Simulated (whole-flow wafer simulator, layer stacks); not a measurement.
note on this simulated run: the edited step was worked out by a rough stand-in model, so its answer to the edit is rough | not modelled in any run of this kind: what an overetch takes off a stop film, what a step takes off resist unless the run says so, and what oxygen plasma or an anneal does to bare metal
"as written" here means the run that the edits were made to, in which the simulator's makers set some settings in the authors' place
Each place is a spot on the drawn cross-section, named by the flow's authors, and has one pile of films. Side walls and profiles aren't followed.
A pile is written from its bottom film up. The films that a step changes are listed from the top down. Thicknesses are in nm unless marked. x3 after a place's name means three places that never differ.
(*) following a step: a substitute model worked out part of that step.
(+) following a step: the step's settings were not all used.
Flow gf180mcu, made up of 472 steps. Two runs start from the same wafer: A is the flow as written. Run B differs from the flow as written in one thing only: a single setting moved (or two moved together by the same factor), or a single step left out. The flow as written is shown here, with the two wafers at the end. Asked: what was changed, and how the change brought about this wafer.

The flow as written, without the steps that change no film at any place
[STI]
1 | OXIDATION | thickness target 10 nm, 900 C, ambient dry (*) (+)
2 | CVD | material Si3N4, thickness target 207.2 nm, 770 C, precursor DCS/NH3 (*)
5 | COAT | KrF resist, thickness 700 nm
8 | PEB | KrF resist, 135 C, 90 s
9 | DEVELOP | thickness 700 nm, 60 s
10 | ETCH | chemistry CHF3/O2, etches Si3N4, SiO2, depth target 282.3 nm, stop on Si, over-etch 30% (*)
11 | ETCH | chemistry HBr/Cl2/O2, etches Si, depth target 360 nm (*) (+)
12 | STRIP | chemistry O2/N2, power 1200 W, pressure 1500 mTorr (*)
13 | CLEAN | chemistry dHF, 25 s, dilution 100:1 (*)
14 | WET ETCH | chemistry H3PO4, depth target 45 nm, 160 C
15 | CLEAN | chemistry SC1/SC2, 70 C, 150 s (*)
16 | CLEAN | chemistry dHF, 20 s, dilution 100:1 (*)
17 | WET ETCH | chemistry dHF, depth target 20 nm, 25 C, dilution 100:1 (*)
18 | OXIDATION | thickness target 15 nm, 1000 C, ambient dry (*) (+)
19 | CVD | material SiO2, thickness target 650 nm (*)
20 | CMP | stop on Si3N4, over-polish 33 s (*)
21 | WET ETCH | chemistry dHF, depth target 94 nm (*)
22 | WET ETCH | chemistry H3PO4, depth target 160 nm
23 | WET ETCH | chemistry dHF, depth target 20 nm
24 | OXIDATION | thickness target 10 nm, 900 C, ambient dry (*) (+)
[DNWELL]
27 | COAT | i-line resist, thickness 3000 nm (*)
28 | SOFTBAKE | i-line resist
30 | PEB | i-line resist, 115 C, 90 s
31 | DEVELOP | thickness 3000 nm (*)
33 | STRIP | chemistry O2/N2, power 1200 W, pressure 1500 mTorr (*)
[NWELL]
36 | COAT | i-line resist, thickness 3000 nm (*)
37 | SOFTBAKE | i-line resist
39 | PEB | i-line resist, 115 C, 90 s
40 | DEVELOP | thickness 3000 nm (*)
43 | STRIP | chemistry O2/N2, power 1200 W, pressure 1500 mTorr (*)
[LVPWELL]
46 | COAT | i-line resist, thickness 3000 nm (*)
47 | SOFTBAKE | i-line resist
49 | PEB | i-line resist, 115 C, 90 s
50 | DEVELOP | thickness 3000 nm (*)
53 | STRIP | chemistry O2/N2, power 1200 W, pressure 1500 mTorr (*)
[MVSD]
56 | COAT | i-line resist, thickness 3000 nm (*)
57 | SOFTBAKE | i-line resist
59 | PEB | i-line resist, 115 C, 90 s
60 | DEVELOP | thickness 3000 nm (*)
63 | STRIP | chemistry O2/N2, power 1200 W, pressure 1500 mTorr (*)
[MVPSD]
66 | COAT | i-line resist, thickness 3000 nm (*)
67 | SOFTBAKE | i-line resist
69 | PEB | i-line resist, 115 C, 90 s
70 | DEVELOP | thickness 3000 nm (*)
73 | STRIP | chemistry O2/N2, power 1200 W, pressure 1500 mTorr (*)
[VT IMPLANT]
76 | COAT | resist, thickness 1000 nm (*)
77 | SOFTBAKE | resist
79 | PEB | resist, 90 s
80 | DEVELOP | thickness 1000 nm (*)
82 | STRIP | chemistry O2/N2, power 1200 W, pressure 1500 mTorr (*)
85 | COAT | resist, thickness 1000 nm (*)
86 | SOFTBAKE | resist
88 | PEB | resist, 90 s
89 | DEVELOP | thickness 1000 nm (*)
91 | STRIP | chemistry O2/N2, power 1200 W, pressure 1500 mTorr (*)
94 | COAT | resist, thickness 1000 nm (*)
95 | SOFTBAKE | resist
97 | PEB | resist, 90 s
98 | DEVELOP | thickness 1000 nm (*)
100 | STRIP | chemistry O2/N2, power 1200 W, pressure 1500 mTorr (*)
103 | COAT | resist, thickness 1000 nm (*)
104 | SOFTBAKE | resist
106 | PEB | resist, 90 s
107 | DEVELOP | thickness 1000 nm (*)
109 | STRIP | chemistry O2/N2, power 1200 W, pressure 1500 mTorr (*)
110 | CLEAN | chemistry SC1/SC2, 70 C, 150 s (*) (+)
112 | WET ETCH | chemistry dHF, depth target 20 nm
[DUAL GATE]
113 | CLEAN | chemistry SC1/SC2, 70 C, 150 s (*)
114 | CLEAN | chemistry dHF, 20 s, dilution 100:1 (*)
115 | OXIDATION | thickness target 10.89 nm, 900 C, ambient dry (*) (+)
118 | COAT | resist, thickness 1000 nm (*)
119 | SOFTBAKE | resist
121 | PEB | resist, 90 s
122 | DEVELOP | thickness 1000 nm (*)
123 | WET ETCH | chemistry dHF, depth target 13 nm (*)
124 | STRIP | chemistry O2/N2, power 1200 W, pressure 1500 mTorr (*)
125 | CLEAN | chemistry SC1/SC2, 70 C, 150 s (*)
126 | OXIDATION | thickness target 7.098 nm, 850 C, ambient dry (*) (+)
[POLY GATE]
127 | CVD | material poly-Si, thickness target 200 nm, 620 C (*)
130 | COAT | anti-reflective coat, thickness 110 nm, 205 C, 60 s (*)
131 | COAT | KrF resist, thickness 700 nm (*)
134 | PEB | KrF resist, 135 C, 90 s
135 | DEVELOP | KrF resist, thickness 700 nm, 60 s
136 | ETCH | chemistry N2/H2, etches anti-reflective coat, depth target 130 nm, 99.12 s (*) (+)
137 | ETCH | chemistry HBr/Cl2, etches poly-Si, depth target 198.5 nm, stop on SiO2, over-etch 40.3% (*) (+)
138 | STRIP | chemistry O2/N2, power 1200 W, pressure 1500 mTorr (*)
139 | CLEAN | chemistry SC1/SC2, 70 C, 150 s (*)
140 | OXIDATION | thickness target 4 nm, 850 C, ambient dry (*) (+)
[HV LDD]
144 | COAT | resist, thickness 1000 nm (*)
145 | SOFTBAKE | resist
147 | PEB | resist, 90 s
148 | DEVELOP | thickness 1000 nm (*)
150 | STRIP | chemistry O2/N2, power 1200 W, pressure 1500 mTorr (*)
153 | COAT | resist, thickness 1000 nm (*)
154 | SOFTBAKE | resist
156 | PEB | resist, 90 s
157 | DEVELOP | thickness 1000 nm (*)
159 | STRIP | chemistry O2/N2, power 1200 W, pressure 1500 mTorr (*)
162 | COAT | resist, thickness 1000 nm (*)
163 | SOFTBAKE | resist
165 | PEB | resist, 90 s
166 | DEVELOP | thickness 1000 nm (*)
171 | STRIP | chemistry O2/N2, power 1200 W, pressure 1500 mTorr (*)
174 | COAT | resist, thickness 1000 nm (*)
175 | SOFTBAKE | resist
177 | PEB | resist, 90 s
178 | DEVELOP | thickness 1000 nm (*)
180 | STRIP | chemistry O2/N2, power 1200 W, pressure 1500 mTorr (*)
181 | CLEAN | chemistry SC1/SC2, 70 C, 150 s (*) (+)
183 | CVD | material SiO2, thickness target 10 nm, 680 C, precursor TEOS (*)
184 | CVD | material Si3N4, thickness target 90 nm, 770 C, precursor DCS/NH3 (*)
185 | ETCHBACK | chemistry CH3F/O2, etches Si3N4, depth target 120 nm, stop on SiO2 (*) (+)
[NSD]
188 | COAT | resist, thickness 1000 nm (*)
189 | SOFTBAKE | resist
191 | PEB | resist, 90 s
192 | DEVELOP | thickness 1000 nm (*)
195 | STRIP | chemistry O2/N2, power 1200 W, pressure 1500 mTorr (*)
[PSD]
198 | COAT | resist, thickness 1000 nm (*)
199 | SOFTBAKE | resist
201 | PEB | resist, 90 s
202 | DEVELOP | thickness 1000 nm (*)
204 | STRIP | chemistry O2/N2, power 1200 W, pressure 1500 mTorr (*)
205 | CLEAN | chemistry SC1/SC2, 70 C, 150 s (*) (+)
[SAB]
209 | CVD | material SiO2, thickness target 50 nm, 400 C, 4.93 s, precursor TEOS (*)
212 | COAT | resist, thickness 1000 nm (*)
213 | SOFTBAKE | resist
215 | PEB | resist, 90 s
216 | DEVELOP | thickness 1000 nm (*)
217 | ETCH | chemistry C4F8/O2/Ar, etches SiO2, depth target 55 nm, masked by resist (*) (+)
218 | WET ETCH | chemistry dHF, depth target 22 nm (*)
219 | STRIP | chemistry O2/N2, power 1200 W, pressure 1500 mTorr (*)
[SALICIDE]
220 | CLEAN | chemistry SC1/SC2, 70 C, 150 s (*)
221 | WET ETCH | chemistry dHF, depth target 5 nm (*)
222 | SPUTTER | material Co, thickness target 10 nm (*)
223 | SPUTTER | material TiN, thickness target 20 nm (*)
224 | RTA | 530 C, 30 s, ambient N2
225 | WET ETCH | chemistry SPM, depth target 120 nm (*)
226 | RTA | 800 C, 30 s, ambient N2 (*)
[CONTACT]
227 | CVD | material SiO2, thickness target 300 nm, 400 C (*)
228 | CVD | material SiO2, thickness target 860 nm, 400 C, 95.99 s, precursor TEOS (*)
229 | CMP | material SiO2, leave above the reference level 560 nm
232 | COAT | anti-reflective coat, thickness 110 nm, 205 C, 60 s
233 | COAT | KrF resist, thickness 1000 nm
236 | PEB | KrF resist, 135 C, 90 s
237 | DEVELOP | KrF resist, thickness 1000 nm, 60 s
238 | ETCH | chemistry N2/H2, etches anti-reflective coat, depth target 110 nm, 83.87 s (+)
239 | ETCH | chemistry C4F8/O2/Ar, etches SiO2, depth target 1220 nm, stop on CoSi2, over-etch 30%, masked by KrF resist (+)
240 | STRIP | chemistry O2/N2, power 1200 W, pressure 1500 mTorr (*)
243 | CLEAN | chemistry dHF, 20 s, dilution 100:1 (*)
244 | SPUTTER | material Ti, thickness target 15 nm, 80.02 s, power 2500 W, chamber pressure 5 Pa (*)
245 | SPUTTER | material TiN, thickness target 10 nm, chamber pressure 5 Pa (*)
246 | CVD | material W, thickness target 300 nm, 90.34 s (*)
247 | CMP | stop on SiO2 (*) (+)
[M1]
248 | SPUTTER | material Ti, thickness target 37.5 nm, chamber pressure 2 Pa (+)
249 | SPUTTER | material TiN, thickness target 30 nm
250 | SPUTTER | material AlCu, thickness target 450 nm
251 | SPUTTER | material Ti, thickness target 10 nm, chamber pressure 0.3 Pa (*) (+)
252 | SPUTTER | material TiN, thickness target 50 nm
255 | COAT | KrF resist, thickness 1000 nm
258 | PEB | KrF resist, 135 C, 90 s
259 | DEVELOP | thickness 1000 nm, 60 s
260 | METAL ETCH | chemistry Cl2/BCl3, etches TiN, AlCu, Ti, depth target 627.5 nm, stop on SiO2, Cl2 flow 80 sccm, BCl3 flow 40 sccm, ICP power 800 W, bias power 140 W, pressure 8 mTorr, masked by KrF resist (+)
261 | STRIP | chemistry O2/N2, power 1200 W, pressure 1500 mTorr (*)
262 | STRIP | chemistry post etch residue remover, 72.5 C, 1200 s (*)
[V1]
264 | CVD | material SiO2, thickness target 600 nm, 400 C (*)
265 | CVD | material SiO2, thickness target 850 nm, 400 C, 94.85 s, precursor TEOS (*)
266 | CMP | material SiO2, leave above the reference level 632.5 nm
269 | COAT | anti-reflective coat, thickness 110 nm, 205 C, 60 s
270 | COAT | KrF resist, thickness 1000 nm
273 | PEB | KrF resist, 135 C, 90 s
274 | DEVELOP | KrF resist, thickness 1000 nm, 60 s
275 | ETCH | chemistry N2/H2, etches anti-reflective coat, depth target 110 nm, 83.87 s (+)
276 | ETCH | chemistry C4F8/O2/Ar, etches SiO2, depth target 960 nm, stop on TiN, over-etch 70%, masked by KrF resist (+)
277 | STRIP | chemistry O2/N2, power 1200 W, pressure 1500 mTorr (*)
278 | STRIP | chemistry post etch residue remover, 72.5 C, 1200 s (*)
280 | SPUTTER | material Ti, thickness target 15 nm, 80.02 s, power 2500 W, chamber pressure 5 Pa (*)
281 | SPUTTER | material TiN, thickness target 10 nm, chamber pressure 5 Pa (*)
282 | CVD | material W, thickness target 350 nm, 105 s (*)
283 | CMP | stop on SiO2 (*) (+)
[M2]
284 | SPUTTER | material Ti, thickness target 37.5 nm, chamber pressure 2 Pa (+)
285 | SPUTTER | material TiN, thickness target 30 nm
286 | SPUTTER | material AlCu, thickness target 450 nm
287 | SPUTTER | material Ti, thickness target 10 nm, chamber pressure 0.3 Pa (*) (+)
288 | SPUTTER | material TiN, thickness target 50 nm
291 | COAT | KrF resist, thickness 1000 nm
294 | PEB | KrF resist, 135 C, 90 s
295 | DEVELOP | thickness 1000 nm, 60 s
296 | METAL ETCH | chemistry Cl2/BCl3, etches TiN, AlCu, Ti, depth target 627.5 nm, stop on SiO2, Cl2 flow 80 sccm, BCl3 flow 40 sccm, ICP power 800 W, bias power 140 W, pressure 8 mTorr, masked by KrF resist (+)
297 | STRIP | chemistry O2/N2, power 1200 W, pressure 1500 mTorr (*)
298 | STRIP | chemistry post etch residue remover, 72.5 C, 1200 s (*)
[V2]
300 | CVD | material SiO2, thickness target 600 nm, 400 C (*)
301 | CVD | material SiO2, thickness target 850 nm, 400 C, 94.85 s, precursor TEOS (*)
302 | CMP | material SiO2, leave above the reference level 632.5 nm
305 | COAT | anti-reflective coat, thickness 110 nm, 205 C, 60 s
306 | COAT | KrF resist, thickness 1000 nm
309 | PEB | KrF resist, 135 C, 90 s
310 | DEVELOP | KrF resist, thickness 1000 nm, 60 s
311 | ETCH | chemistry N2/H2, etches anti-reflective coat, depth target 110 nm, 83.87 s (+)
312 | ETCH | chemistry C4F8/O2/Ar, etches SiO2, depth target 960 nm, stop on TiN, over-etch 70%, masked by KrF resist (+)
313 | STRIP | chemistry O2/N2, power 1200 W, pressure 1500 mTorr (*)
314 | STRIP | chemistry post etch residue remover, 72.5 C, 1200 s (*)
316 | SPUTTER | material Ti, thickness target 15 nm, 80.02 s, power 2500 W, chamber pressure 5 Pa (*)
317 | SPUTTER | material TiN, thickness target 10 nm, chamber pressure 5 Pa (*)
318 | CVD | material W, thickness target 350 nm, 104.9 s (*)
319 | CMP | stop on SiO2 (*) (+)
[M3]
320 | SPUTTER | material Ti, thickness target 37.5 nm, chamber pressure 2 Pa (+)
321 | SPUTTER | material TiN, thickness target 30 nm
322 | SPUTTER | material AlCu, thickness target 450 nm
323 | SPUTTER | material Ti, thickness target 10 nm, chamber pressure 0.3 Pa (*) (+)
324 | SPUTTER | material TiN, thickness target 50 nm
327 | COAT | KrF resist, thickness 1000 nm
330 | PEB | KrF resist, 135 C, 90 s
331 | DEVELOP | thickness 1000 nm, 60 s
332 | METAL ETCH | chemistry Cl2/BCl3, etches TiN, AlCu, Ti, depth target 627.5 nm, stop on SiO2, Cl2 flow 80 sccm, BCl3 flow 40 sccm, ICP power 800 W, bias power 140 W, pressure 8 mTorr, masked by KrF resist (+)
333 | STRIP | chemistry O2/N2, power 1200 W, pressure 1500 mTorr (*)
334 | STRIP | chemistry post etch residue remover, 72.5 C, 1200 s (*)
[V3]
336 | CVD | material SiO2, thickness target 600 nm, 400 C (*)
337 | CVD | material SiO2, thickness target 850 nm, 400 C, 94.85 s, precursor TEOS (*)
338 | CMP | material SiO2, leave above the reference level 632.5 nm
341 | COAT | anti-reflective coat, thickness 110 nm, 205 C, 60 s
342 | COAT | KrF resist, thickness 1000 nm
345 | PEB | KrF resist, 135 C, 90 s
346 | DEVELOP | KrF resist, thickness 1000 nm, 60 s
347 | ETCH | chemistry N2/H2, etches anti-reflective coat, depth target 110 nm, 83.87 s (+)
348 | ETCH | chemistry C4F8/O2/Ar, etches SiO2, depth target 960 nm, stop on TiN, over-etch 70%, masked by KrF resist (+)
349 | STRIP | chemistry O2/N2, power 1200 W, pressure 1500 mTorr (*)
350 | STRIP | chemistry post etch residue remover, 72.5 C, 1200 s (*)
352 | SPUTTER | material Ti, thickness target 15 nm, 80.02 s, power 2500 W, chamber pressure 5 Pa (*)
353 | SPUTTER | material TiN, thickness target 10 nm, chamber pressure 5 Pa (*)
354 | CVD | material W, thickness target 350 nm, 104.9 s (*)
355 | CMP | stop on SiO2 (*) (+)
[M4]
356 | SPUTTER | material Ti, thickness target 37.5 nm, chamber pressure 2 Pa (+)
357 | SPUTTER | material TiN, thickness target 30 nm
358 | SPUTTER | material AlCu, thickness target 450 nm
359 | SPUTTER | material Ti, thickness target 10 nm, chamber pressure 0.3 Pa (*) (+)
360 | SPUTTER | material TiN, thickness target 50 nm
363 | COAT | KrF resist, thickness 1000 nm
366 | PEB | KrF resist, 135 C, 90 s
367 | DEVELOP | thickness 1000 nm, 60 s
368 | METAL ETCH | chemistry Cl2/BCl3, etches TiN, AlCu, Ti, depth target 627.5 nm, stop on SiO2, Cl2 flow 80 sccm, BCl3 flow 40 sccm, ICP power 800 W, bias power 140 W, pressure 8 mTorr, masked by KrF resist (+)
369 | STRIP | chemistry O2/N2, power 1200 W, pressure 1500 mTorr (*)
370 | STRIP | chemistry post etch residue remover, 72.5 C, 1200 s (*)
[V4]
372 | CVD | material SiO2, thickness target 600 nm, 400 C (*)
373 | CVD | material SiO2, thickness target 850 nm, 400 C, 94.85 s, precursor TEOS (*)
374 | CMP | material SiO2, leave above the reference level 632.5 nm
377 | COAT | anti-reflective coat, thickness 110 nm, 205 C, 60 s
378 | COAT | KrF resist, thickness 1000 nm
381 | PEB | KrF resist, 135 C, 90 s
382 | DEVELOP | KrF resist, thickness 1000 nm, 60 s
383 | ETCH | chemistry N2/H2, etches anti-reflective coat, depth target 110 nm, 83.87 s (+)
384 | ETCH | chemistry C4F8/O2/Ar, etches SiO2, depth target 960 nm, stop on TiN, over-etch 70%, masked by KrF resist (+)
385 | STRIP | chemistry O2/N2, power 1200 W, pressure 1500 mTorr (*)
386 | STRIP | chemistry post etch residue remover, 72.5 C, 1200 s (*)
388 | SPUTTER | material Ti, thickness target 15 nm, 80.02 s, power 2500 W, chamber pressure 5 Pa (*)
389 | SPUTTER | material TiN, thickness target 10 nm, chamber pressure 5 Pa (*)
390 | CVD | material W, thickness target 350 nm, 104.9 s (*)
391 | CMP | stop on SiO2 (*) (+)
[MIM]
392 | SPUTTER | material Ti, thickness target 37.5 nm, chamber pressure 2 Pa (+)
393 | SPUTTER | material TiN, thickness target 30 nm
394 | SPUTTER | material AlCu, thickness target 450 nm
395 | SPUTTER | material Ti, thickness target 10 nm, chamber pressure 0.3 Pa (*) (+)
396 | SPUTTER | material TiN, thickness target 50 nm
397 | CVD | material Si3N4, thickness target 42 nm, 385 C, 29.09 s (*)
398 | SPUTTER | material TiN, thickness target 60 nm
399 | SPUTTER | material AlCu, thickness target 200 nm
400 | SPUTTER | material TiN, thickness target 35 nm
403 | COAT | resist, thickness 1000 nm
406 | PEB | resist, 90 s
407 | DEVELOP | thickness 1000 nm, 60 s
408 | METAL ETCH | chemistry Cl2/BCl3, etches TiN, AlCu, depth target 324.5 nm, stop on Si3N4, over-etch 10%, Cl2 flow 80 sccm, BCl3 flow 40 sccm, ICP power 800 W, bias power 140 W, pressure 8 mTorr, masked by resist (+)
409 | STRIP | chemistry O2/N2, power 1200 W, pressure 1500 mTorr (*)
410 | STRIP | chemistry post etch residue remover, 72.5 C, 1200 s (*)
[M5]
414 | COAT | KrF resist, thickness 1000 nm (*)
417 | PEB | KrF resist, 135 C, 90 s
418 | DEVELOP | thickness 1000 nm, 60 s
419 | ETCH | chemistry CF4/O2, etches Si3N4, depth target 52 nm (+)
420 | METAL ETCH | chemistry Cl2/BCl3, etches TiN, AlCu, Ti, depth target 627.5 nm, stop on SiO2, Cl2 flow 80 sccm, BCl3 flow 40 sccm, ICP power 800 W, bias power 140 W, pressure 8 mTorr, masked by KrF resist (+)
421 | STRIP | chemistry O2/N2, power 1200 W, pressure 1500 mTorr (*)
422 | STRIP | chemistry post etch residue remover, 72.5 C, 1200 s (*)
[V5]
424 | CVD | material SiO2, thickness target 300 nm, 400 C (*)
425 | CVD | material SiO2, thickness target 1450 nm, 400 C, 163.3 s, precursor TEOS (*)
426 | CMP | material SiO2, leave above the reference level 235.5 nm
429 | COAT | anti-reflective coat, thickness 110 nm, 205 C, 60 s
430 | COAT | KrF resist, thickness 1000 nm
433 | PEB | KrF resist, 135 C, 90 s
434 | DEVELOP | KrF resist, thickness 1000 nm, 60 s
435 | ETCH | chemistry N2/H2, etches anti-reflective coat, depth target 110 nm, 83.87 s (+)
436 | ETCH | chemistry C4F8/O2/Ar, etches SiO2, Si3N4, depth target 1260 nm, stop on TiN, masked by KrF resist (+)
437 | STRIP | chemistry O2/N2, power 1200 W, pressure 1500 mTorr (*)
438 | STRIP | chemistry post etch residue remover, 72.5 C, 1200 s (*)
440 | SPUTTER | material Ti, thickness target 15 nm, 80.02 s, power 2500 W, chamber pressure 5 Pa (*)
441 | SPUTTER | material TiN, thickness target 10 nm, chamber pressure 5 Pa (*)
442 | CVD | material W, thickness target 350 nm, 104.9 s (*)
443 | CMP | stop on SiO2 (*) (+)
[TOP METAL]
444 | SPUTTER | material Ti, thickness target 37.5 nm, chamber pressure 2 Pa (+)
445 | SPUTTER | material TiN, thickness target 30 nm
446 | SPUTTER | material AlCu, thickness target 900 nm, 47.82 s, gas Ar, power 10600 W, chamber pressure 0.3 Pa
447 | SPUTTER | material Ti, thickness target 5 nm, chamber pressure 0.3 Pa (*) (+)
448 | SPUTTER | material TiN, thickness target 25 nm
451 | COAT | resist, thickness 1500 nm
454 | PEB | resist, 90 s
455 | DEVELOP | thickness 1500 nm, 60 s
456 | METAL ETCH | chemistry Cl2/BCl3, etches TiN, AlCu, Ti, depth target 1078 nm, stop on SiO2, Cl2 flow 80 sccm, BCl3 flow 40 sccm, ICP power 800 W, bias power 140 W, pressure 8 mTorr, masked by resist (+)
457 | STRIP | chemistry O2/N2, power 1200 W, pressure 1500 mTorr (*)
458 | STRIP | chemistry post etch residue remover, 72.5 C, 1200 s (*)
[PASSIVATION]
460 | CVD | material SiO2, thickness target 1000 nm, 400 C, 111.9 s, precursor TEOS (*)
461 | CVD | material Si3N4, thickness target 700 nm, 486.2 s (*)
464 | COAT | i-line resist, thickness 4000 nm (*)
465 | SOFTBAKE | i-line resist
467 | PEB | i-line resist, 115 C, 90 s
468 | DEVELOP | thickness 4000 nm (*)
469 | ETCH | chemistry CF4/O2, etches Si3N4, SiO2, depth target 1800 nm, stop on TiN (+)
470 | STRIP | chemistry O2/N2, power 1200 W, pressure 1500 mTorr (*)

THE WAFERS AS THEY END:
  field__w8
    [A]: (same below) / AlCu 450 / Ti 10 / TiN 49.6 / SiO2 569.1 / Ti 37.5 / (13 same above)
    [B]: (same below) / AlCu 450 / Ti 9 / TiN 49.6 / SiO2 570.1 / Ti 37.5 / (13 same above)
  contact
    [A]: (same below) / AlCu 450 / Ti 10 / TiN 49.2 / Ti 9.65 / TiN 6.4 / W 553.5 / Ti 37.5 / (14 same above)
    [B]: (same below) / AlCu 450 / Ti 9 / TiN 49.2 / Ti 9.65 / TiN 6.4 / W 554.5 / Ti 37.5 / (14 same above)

The reason: step 359, SPUTTER: thickness target 9 nm was run, whereas the flow has thickness target 10 nm.
The wafer lets one read it off: field__w8 has Ti 9, and step 359 as written asks for 10 nm.

Step by step, how the change led to this:
  359 | SPUTTER | material Ti, thickness target 10 nm, chamber pressure 0.3 Pa (*) (+)
      field, field__w1, field__w2 and 108 more: A Ti gains 10 (new film) | B Ti gains 9 (new film)
  368 | METAL ETCH | chemistry Cl2/BCl3, etches TiN, AlCu, Ti, depth target 627.5 nm, stop on SiO2, Cl2 flow 80 sccm, BCl3 flow 40 sccm, ICP power 800 W, bias power 140 W, pressure 8 mTorr, masked by KrF resist (+)
      field, field__w1, field__w2 and 103 more: A TiN loses 50 (all of it), Ti loses 10 (all of it), AlCu loses 450 (all of it), TiN loses 30 (all of it), Ti loses 37.5 (all of it) | B TiN loses 50 (all of it), Ti loses 9 (all of it), AlCu loses 450 (all of it), TiN loses 30 (all of it), Ti loses 37.5 (all of it)
